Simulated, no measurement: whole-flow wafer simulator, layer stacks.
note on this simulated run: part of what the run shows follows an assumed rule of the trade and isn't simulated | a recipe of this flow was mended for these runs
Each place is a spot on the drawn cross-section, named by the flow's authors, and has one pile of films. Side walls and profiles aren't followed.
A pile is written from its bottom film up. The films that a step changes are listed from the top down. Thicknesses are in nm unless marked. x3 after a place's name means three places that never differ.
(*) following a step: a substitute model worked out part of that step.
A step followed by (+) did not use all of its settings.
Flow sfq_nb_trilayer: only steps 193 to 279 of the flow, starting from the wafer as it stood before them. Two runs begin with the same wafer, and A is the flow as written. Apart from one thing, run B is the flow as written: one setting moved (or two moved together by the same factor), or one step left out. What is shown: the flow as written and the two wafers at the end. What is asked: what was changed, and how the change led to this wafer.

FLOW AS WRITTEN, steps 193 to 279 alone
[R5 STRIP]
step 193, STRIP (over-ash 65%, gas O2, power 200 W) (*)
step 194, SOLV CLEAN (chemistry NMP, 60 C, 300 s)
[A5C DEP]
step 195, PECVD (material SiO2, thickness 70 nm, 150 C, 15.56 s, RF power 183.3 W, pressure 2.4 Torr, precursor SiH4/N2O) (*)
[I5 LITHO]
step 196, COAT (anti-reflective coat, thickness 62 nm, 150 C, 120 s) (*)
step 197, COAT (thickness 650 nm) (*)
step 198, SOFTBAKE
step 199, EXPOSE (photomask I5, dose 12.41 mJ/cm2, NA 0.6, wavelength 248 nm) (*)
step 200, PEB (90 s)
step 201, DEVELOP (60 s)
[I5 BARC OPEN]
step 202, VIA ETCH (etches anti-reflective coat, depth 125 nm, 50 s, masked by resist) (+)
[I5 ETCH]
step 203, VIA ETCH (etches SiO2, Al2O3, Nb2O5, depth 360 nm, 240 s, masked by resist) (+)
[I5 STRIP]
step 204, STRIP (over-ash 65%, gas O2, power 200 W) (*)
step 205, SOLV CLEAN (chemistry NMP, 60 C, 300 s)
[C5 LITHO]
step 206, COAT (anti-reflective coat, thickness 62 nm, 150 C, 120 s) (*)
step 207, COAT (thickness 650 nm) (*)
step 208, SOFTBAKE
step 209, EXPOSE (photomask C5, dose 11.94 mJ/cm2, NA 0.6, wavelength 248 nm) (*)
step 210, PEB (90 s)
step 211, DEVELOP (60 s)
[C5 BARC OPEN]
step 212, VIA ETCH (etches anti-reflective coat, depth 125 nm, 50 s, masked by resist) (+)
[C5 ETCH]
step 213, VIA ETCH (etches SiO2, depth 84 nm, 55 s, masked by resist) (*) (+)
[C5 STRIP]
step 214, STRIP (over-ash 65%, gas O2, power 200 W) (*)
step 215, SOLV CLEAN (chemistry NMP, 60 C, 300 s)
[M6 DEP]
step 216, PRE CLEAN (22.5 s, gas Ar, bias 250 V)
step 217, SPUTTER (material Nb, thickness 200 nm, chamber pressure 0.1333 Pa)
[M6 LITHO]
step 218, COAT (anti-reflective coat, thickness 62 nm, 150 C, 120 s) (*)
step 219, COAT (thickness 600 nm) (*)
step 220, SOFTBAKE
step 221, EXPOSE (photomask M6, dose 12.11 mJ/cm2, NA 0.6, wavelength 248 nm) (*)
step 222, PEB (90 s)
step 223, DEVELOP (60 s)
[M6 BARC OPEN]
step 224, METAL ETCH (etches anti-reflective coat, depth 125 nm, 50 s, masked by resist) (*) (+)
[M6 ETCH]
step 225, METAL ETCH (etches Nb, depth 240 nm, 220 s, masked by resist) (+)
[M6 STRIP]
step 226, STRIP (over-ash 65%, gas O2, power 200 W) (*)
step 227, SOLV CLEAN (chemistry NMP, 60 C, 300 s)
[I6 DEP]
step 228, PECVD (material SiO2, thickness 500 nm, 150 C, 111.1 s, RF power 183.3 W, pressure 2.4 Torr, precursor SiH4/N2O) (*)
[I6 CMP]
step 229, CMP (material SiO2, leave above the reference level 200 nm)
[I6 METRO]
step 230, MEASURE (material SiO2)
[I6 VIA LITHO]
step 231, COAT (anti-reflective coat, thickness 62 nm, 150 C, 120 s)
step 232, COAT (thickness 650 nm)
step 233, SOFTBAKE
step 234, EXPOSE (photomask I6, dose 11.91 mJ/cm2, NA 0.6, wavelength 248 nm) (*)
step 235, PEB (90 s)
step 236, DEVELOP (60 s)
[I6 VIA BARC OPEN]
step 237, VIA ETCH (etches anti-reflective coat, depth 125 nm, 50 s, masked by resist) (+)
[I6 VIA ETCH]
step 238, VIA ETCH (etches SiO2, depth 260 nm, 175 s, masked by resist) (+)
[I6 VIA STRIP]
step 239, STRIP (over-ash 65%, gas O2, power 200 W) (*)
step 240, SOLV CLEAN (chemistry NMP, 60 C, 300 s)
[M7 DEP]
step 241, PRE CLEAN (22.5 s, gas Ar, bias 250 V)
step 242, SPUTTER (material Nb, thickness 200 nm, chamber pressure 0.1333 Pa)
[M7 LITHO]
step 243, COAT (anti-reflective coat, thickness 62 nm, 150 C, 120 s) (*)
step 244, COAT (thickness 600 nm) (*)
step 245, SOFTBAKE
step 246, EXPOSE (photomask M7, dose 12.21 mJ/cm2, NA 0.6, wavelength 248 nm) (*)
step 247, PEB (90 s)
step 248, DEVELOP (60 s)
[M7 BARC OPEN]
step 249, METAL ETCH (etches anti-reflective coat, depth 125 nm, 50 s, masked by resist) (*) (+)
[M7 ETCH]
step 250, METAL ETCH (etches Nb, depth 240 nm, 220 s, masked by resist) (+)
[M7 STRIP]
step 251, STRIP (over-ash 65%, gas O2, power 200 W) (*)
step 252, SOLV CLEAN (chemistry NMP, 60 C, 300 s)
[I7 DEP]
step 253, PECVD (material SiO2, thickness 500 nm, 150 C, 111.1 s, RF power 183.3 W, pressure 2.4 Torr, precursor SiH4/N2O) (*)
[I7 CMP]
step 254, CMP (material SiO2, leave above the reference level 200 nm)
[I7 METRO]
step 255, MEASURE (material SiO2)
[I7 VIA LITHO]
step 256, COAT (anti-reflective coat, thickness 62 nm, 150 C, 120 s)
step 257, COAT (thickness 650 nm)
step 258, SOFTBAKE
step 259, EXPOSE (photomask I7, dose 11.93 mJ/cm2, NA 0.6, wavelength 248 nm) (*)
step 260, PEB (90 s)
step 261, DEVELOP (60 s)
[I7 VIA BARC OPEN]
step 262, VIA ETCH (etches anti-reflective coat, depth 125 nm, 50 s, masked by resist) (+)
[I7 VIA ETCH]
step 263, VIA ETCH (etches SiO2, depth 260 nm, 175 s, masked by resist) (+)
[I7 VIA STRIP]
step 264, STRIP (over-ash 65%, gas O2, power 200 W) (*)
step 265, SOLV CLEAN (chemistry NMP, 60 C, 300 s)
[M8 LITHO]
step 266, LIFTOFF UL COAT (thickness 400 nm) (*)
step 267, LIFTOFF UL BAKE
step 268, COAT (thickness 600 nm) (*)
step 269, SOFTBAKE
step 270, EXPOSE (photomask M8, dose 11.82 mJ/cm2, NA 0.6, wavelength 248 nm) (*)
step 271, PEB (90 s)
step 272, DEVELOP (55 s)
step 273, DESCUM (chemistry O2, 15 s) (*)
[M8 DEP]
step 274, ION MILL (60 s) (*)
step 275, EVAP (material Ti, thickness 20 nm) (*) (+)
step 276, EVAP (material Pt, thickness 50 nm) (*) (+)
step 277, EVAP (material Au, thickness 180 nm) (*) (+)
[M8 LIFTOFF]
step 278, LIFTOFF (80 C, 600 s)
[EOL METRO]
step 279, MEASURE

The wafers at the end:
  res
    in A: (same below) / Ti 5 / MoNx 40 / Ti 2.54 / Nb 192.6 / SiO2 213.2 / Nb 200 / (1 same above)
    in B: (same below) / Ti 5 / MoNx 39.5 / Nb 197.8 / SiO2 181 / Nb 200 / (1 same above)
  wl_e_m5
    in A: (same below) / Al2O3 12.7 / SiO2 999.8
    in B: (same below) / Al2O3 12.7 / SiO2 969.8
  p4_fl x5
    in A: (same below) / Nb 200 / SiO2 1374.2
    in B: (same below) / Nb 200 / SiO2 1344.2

What caused this: step 195, PECVD: thickness 40 nm was run, whereas the flow has thickness 70 nm; step 195, PECVD: 8.9 s was run, where the flow has 15.56 s.

The path from the change to this, step by step:
  step 195, PECVD (material SiO2, thickness 70 nm, 150 C, 15.56 s, RF power 183.3 W, pressure 2.4 Torr, precursor SiH4/N2O) (*)
      field_l, v_sur, via_wl and 92 more: A SiO2 gains 70 | B SiO2 gains 40
      ce_l, c5j, ce_r and 8 more: A SiO2 gains 70 (new film) | B SiO2 gains 40 (new film)
  step 196, COAT (anti-reflective coat, thickness 62 nm, 150 C, 120 s) (*)
      r5r_line_l, r5r_line_c, r5r_line_r: A anti-reflective coat gains 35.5 (new film) | B anti-reflective coat gains 34 (new film)
  step 203, VIA ETCH (etches SiO2, Al2O3, Nb2O5, depth 360 nm, 240 s, masked by resist) (+)
      be: A SiO2 loses 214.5 (all of it), Al2O3 loses 12.7 (all of it), Nb2O5 loses 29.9 (all of it), Nb loses 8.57 | B SiO2 loses 184.5 (all of it), Al2O3 loses 12.7 (all of it), Nb2O5 loses 29.9 (all of it), Nb loses 11.1
  step 204, STRIP (over-ash 65%, gas O2, power 200 W) (*)
      r5r_line_l, r5r_line_c, r5r_line_r: A KrF-resist-other-grade loses 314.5 (all of it), anti-reflective coat loses 35.5 (all of it) | B KrF-resist-other-grade loses 314.5 (all of it), anti-reflective coat loses 34 (all of it)
  step 206, COAT (anti-reflective coat, thickness 62 nm, 150 C, 120 s) (*)
      r5r_line_l, r5r_line_c, r5r_line_r: A anti-reflective coat gains 35.5 (new film) | B anti-reflective coat gains 34 (new film)
      be: A anti-reflective coat gains 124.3 (new film) | B anti-reflective coat gains 120.3 (new film)
  step 207, COAT (thickness 650 nm) (*)
      be: A KrF-resist-other-grade gains 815 (new film) | B KrF-resist-other-grade gains 795.1 (new film)
  step 213, VIA ETCH (etches SiO2, depth 84 nm, 55 s, masked by resist) (*) (+)
      c5j: A SiO2 loses 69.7 (all of it), Nb loses 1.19 | B SiO2 loses 39.7 (all of it), Nb loses 3.69
      res: A SiO2 loses 69.7 (all of it), Ti loses 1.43 | B SiO2 loses 39.7 (all of it), Ti loses 4.43
  step 214, STRIP (over-ash 65%, gas O2, power 200 W) (*)
      r5r_line_l, r5r_line_c, r5r_line_r: A KrF-resist-other-grade loses 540 (all of it), anti-reflective coat loses 35.5 (all of it) | B KrF-resist-other-grade loses 540 (all of it), anti-reflective coat loses 34 (all of it)
      be: A KrF-resist-other-grade loses 705.8 (all of it), anti-reflective coat loses 124.3 (all of it) | B KrF-resist-other-grade loses 685.9 (all of it), anti-reflective coat loses 120.3 (all of it)
  step 216, PRE CLEAN (22.5 s, gas Ar, bias 250 V)
      res: A Ti loses 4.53 | B Ti loses 4.07 (all of it), MoNx loses 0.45
  step 217, SPUTTER (material Nb, thickness 200 nm, chamber pressure 0.1333 Pa)
      be: A Nb gains 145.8 | B Nb gains 152
      c5j: A Nb gains 188.4 | B Nb gains 195.9
      (also at 1 further place)
  step 218, COAT (anti-reflective coat, thickness 62 nm, 150 C, 120 s) (*)
      be: A anti-reflective coat gains 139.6 (new film) | B anti-reflective coat gains 134.4 (new film)
      jj_sur: A anti-reflective coat gains 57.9 (new film) | B anti-reflective coat gains 62.1 (new film)
      (also at 9 further places)
  step 219, COAT (thickness 600 nm) (*)
      be: A KrF-resist-other-grade gains 795.2 (new film) | B KrF-resist-other-grade gains 771.5 (new film)
  step 224, METAL ETCH (etches anti-reflective coat, depth 125 nm, 50 s, masked by resist) (*) (+)
      field_r: A anti-reflective coat loses 67 (all of it) | B anti-reflective coat loses 65.3 (all of it)
  step 226, STRIP (over-ash 65%, gas O2, power 200 W) (*)
      be: A KrF-resist-other-grade loses 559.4 (all of it), anti-reflective coat loses 139.6 (all of it) | B KrF-resist-other-grade loses 535.6 (all of it), anti-reflective coat loses 134.4 (all of it)
      jj_sur: A KrF-resist-other-grade loses 361.7 (all of it), anti-reflective coat loses 57.9 (all of it) | B KrF-resist-other-grade loses 360.4 (all of it), anti-reflective coat loses 62.1 (all of it)
      (also at 8 further places)
  step 228, PECVD (material SiO2, thickness 500 nm, 150 C, 111.1 s, RF power 183.3 W, pressure 2.4 Torr, precursor SiH4/N2O) (*)
      be: A SiO2 gains 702 (new film) | B SiO2 gains 668.2 (new film)
      c5j: A SiO2 gains 514.7 (new film) | B SiO2 gains 500 (new film)
  step 229, CMP (material SiO2, leave above the reference level 200 nm)
      c5j: A SiO2 loses 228 | B SiO2 loses 248.3
      res: A SiO2 loses 279.3 | B SiO2 loses 311.5
